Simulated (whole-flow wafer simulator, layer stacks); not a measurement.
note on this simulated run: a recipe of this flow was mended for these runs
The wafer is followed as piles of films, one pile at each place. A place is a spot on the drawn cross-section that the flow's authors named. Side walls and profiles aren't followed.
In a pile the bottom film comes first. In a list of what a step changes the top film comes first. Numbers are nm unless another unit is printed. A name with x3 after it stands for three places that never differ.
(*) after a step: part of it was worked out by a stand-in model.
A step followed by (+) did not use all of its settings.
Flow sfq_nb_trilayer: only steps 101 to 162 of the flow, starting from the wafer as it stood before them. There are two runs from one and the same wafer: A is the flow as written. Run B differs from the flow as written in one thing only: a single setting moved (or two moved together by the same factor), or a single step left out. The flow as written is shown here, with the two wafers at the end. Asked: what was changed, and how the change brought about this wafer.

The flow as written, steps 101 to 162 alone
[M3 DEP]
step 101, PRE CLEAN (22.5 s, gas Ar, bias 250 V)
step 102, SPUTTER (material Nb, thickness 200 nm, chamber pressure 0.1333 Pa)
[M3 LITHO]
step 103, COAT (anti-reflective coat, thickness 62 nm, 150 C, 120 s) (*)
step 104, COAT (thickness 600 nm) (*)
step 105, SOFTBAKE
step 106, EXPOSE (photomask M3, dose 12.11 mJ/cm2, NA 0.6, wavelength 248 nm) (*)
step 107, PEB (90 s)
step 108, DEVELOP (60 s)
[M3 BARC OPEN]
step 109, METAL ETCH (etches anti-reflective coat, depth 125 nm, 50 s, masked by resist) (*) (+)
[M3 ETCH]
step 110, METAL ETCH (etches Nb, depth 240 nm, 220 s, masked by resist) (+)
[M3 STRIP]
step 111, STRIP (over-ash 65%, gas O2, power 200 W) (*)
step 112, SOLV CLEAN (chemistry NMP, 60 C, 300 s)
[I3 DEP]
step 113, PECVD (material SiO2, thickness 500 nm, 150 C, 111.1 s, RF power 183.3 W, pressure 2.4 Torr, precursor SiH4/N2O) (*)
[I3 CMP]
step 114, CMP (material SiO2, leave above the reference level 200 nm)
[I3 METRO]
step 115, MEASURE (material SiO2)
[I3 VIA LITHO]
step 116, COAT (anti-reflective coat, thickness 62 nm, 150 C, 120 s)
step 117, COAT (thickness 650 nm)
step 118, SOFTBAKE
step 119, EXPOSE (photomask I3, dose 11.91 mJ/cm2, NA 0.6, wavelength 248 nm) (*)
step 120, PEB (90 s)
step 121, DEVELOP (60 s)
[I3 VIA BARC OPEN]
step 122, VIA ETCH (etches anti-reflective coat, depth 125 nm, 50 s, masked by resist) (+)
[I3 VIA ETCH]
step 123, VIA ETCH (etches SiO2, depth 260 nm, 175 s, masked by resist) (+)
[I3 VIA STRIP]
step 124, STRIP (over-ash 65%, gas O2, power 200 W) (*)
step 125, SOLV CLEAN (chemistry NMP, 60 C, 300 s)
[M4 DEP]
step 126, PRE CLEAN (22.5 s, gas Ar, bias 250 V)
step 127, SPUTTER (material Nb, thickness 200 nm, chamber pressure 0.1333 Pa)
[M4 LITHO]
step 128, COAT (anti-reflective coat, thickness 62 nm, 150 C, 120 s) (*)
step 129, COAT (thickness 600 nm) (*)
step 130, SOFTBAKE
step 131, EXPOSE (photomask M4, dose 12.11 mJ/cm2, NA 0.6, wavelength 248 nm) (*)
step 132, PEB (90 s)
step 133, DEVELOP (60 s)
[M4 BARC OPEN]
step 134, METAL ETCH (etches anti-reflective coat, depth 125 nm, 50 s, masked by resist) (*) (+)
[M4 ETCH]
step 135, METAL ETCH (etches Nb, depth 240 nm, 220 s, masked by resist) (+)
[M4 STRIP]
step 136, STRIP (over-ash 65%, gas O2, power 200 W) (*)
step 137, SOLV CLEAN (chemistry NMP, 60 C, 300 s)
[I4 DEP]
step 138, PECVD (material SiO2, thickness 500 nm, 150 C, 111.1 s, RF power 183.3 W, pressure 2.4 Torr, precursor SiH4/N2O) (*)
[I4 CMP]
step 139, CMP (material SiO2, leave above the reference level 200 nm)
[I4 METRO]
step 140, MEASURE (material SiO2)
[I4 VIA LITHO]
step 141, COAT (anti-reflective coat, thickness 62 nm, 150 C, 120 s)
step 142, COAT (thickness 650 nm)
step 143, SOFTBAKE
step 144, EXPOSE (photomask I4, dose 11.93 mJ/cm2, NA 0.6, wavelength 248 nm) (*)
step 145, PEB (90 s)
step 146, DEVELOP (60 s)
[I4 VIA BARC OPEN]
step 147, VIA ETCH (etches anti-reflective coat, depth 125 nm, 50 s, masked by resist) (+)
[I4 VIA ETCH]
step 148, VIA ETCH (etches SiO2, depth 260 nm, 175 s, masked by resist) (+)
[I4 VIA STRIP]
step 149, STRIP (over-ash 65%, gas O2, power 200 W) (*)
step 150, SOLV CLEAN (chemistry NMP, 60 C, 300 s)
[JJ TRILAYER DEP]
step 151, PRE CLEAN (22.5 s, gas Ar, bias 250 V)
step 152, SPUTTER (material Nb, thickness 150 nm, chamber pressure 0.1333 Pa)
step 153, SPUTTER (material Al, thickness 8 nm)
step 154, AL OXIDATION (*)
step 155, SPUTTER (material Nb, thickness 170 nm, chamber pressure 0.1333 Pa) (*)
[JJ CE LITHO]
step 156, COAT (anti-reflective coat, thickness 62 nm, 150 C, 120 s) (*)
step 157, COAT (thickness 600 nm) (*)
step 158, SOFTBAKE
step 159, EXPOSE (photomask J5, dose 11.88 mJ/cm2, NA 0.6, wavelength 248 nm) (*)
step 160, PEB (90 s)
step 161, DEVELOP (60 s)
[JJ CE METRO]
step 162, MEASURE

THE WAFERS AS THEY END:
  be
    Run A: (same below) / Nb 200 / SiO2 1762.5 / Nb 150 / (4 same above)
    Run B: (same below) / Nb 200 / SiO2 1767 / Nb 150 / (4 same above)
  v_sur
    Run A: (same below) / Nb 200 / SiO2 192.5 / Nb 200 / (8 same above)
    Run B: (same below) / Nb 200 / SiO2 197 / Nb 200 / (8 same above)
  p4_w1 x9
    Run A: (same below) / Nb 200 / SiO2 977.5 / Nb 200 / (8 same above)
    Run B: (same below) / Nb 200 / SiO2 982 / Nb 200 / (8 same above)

What caused this: step 101, PRE CLEAN: 9 s was run, though the flow has 22.5 s.

Step by step, how the change led to this:
  step 101, PRE CLEAN (22.5 s, gas Ar, bias 250 V)
      field_l, v_sur, via_wl and 102 more: A -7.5 SiO2 | B -3 SiO2
      via_w: A -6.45 Nb | B -2.06 Nb
